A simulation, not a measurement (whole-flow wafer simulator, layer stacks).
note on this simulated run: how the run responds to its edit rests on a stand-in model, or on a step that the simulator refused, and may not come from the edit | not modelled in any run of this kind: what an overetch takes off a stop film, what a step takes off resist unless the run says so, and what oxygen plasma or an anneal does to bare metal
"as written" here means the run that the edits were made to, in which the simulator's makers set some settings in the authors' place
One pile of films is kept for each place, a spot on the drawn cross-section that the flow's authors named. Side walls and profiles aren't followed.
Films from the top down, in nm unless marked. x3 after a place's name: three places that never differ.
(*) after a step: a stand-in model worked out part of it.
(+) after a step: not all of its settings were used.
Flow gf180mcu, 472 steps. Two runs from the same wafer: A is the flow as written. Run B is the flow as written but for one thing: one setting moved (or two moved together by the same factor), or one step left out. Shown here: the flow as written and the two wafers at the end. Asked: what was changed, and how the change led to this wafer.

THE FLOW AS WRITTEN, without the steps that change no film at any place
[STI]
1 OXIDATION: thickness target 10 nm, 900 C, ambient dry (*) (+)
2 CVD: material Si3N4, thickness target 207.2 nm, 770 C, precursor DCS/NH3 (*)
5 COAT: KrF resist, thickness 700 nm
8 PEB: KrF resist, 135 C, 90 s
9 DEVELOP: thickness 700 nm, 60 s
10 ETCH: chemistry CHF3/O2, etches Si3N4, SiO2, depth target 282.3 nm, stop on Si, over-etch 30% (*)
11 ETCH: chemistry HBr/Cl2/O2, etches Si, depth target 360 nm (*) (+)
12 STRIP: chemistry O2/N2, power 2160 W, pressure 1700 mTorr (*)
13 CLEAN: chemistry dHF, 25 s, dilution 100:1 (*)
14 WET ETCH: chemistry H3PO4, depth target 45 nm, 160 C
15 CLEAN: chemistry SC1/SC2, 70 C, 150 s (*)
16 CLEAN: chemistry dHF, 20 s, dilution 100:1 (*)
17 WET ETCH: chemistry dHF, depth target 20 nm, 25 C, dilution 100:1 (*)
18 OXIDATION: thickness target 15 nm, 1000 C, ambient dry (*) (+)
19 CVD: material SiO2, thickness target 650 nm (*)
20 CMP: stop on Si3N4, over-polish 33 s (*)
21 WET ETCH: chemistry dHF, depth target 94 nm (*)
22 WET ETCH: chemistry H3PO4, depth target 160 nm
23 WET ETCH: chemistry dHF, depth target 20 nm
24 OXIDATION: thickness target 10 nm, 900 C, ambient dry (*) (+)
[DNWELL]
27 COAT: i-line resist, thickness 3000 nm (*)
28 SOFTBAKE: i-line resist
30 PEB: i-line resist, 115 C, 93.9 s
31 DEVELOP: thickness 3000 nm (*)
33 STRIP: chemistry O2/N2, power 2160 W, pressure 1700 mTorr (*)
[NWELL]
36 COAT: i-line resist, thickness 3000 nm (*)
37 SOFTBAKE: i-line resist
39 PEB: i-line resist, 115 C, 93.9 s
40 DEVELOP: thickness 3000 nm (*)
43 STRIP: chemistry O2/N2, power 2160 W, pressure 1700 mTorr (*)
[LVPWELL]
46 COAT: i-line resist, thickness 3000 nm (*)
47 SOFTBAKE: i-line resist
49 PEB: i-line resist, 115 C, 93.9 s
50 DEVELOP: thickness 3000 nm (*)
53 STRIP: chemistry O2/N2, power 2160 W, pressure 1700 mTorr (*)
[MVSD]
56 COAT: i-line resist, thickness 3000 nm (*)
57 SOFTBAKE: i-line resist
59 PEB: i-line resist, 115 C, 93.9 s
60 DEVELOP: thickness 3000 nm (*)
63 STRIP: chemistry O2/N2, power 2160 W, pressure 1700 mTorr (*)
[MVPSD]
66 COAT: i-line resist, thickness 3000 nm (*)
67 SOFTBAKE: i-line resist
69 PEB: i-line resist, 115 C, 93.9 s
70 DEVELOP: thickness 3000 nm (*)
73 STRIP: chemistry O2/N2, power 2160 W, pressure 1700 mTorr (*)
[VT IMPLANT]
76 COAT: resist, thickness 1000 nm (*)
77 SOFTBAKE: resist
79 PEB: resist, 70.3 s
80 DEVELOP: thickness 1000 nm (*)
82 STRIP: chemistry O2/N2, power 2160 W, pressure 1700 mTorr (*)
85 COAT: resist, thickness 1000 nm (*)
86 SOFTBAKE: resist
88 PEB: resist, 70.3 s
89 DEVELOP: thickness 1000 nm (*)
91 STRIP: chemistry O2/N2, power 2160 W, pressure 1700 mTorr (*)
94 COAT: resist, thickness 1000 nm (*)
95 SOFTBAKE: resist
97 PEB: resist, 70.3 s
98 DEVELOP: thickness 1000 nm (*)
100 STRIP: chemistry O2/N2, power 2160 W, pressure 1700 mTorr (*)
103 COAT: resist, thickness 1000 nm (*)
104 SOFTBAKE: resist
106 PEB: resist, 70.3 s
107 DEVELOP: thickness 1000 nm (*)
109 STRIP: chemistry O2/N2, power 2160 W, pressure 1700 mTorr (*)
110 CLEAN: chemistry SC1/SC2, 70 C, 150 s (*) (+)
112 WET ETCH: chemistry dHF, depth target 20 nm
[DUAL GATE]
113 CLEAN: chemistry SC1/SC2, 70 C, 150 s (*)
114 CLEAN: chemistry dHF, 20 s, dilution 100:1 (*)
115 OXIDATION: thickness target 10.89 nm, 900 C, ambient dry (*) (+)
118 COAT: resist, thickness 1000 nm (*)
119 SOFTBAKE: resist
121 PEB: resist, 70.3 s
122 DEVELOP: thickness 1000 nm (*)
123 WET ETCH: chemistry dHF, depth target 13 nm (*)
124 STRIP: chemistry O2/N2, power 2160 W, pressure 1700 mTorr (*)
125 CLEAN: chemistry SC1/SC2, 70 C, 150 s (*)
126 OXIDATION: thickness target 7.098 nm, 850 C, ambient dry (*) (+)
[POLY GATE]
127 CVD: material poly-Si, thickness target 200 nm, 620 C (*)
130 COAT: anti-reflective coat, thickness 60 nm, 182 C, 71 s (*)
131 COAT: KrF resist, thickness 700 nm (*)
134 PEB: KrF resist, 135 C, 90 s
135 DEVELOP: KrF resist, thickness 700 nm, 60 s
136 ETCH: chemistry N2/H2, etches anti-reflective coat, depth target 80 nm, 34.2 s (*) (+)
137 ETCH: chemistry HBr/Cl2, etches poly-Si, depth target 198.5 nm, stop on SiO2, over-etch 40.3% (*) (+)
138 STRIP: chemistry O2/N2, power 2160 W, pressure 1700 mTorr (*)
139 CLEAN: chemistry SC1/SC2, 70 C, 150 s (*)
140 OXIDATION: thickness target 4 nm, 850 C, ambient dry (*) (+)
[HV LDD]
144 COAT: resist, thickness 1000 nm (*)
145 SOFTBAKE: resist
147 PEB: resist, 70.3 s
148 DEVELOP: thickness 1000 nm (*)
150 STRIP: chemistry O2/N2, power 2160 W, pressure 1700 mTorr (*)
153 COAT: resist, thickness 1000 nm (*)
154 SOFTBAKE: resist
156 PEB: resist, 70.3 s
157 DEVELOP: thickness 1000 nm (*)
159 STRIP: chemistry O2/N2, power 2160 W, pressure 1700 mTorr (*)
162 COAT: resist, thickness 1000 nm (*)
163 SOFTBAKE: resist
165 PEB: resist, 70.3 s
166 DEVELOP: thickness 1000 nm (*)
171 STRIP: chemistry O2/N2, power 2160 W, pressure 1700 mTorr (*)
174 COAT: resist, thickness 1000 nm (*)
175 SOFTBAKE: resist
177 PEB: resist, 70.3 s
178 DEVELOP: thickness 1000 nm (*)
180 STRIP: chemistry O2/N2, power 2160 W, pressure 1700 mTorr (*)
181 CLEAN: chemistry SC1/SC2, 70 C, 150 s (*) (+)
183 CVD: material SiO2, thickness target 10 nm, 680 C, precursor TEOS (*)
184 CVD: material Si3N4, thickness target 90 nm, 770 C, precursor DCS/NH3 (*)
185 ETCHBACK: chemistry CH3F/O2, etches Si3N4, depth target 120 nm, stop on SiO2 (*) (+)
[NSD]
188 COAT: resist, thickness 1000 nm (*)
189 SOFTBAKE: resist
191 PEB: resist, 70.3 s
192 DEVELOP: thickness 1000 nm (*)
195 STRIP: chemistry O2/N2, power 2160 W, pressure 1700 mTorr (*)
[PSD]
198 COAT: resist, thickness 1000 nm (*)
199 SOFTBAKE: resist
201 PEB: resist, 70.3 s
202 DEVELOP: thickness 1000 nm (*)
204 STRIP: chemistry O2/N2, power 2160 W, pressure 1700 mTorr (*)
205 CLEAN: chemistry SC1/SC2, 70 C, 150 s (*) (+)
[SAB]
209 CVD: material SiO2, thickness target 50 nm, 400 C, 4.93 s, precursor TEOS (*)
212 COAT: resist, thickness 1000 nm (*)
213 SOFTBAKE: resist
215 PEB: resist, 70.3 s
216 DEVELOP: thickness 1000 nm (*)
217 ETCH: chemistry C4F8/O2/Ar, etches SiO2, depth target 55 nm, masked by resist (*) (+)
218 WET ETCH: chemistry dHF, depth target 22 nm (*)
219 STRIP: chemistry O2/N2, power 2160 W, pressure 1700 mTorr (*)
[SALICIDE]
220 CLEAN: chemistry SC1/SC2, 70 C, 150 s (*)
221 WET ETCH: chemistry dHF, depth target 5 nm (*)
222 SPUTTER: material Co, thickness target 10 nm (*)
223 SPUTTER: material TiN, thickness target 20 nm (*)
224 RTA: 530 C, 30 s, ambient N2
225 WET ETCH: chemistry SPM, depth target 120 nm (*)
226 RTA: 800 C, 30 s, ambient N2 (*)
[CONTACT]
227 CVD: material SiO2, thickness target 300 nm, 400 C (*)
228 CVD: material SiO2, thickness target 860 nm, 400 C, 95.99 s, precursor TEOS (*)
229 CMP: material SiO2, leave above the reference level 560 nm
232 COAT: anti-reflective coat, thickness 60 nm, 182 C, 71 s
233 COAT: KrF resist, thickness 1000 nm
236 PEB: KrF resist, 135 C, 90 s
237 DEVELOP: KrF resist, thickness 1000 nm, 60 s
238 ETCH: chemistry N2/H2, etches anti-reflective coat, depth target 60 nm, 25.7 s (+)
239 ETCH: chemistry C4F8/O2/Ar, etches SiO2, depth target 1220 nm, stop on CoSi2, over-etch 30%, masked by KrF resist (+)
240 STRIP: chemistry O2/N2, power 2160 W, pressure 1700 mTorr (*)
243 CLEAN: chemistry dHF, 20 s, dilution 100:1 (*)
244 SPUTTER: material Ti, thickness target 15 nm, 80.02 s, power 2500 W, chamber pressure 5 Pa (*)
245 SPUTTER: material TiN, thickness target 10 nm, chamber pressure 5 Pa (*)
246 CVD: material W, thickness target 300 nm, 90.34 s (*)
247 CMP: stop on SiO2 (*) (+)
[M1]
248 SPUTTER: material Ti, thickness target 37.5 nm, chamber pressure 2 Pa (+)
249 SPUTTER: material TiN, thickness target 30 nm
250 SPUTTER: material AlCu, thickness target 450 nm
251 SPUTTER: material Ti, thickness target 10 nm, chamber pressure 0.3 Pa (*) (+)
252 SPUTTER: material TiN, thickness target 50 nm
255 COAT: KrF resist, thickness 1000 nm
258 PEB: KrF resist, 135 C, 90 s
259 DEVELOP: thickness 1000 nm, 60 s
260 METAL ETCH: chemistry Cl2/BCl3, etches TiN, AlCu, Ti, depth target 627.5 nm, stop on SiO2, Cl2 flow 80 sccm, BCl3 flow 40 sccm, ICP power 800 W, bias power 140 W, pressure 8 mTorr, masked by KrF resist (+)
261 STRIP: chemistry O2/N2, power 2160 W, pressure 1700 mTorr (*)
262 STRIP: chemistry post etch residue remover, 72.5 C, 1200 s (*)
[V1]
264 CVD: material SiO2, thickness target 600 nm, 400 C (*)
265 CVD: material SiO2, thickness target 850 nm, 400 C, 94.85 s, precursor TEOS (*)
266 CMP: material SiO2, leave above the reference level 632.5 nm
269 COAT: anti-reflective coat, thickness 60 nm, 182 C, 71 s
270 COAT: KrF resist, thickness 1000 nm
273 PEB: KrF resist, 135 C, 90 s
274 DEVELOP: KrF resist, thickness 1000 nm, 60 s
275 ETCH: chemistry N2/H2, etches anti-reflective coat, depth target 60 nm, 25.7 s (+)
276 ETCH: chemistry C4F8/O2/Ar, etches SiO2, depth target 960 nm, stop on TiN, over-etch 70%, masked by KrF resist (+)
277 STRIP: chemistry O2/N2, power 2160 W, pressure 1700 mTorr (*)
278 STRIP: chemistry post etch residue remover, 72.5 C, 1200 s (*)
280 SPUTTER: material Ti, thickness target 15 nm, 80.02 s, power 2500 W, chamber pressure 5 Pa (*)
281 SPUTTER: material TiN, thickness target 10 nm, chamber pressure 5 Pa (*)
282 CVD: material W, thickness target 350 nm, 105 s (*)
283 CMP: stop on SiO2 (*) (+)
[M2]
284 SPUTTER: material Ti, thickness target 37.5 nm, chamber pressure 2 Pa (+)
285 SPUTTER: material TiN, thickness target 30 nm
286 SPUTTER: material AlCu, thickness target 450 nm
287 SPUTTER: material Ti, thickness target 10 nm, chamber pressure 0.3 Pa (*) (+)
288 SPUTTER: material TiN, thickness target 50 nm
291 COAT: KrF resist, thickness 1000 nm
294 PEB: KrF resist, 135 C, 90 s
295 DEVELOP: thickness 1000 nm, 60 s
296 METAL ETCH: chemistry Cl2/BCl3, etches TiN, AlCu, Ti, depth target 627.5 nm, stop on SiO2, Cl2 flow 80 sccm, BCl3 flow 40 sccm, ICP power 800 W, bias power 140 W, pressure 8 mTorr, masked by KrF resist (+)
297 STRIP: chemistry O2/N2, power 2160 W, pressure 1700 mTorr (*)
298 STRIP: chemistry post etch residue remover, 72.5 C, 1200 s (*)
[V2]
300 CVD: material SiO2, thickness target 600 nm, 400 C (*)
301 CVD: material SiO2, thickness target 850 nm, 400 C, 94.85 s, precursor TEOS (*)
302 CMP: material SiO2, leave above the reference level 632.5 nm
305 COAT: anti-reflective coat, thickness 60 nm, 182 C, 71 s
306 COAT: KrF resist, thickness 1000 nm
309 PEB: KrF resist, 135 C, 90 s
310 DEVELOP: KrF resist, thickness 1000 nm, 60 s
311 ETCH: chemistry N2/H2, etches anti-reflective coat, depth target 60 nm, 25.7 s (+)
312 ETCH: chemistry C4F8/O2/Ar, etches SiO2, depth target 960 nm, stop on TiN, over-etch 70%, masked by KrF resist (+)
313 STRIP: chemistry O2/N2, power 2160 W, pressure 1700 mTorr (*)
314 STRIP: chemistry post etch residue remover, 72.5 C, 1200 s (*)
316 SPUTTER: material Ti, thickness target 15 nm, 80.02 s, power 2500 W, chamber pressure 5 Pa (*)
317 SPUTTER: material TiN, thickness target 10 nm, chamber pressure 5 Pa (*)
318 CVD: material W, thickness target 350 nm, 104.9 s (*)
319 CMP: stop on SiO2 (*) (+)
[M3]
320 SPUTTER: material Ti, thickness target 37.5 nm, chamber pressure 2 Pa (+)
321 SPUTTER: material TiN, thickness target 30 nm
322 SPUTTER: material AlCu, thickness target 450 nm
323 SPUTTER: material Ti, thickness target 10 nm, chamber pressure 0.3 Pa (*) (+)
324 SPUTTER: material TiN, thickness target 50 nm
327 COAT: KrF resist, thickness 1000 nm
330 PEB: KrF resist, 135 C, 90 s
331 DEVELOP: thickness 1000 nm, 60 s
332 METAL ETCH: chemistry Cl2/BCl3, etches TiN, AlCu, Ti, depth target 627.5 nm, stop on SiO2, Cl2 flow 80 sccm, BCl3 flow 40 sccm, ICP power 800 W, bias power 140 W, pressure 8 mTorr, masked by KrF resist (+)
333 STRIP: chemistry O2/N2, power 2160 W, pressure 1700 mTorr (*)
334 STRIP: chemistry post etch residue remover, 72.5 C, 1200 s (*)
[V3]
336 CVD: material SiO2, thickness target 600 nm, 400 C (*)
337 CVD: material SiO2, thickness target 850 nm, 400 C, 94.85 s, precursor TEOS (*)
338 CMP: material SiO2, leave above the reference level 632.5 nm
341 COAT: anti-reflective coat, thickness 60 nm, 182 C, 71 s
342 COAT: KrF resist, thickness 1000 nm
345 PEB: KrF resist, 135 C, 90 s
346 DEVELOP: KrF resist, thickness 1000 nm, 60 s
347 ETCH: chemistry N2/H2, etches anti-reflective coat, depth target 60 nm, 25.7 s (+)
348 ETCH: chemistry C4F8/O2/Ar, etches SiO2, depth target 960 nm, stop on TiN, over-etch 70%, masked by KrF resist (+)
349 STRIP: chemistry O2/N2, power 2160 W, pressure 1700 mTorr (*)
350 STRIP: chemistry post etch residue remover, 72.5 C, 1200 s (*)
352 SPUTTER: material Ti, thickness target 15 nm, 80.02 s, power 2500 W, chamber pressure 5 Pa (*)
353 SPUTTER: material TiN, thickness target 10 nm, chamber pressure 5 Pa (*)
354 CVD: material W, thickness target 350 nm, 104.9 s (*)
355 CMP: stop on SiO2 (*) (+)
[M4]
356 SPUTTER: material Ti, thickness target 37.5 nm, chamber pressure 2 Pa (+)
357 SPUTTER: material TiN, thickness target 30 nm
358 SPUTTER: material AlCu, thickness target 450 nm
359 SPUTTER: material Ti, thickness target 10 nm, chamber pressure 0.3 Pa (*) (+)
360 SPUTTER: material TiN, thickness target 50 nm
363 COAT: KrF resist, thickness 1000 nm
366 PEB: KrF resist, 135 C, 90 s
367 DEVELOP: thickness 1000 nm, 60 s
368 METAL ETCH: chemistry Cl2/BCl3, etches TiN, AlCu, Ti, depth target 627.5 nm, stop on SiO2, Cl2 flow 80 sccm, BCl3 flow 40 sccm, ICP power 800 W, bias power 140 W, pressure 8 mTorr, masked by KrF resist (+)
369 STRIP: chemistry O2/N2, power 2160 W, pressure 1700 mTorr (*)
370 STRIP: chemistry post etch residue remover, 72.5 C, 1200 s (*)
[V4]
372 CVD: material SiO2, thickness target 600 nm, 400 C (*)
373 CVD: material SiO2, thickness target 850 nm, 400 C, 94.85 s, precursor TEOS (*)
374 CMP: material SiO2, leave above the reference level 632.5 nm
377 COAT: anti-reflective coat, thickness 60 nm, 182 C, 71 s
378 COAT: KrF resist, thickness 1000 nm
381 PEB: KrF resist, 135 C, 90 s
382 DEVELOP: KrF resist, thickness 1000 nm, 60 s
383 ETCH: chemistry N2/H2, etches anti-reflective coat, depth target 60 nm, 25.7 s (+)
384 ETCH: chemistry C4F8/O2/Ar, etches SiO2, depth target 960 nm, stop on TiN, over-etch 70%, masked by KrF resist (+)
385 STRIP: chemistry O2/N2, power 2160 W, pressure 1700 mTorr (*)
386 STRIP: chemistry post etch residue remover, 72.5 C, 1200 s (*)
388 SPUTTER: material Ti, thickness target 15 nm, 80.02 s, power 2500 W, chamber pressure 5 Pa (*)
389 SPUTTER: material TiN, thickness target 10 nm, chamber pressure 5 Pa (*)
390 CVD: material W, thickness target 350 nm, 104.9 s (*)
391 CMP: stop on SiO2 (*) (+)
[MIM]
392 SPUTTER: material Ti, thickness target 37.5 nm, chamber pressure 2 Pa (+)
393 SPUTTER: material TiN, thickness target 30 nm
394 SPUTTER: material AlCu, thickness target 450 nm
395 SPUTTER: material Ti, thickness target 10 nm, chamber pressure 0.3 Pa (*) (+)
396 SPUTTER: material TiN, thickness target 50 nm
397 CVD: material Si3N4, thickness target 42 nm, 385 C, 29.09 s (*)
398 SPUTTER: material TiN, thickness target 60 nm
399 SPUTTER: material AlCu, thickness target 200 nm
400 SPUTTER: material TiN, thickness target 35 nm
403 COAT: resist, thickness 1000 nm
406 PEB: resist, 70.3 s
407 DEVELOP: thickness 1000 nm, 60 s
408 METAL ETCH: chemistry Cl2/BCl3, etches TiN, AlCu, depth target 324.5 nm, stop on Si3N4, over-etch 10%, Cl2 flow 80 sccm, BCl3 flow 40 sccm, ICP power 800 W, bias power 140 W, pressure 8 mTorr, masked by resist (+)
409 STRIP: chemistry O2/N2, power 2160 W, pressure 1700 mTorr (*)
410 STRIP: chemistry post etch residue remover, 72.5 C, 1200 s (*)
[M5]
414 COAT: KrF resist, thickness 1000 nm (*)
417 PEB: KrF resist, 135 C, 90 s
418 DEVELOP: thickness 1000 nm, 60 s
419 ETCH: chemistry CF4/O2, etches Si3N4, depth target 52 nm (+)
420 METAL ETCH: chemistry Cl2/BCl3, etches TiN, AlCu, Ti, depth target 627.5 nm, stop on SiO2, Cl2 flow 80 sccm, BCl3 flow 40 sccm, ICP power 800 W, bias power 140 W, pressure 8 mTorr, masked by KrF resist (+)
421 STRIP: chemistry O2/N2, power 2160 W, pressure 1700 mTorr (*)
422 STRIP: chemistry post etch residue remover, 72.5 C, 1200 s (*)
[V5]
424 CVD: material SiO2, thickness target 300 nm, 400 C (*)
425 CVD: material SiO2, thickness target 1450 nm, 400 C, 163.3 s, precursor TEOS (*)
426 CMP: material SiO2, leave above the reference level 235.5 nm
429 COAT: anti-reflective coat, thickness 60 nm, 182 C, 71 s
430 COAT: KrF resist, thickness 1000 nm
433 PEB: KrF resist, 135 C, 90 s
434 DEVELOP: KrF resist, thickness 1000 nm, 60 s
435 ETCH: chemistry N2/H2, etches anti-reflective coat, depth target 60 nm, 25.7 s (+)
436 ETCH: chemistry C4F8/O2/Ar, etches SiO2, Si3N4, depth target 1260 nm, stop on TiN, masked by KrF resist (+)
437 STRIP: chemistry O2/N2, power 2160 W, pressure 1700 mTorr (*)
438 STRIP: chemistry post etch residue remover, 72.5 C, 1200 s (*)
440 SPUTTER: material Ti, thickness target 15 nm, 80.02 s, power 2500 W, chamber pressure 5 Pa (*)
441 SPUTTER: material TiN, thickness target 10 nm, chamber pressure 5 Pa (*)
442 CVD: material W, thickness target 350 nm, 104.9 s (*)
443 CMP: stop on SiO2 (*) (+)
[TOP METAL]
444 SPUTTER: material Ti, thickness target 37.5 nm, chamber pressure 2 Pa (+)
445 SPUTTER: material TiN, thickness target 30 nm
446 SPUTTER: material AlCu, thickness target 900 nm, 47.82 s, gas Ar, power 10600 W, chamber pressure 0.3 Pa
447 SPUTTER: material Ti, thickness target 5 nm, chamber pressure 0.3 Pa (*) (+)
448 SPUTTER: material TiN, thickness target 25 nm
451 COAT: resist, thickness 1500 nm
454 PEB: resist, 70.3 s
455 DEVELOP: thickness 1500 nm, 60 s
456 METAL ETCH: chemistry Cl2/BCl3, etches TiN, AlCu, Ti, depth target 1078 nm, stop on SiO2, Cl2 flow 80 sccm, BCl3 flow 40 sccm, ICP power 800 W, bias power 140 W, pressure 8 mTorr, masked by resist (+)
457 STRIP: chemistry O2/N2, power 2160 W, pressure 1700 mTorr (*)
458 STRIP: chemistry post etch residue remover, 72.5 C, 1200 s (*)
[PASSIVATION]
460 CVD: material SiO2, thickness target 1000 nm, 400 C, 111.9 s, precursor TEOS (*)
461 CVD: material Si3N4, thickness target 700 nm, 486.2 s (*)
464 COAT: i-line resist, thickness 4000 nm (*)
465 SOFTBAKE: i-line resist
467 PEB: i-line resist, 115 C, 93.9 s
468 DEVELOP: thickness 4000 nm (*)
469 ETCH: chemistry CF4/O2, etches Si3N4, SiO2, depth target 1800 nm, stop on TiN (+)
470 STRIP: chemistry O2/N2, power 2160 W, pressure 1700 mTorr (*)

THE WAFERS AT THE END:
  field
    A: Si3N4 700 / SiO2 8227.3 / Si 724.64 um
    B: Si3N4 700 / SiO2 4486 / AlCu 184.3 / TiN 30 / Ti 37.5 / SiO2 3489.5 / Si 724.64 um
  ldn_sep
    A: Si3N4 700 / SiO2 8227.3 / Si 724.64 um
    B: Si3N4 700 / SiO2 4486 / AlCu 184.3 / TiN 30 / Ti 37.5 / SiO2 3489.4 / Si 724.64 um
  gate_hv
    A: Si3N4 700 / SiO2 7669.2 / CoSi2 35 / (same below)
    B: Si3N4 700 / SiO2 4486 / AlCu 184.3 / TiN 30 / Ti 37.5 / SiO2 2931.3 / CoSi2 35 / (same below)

The cause: step 332, METAL ETCH: depth target 320 nm was run, where the flow has depth target 627.5 nm.

How the change led to this, step by step:
  332 METAL ETCH: chemistry Cl2/BCl3, etches TiN, AlCu, Ti, depth target 627.5 nm, stop on SiO2, Cl2 flow 80 sccm, BCl3 flow 40 sccm, ICP power 800 W, bias power 140 W, pressure 8 mTorr, masked by KrF resist (+)
      field, field__w1, field__w2 and 103 more: A TiN -50 (all of it), Ti -10 (all of it), AlCu -450 (all of it), TiN -30 (all of it), Ti -37.5 (all of it) | B TiN -50 (all of it), Ti -10 (all of it), AlCu -260
      field__w8, contact, m1, m1__w1, m1_nw: A KrF resist -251 | B KrF resist -128
  333 STRIP: chemistry O2/N2, power 2160 W, pressure 1700 mTorr (*)
      field__w8, contact, m1, m1__w1, m1_nw: A KrF resist -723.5 (all of it) | B KrF resist -846.5 (all of it)
  334 STRIP: chemistry post etch residue remover, 72.5 C, 1200 s (*)
      field, field__w1, field__w2 and 103 more: A nothing | B AlCu -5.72
  336 CVD: material SiO2, thickness target 600 nm, 400 C (*)
      field, field__w1, field__w2 and 103 more: A SiO2 +600 | B SiO2 +600 (new film)
  338 CMP: material SiO2, leave above the reference level 632.5 nm
      field, field__w1, field__w2 and 103 more: A SiO2 -300 | B SiO2 -551.8
Counting metal films that touch as one body, field has 1 body; the flow as written gives 0 bodies.
Counting metal films that touch as one body, ldn_sep has 1 body; the flow as written gives 0 bodies.
Counting metal films that touch as one body, gate_hv has 2 bodies (between them, from the top down: SiO2 2931.3); the flow as written gives 1 body.
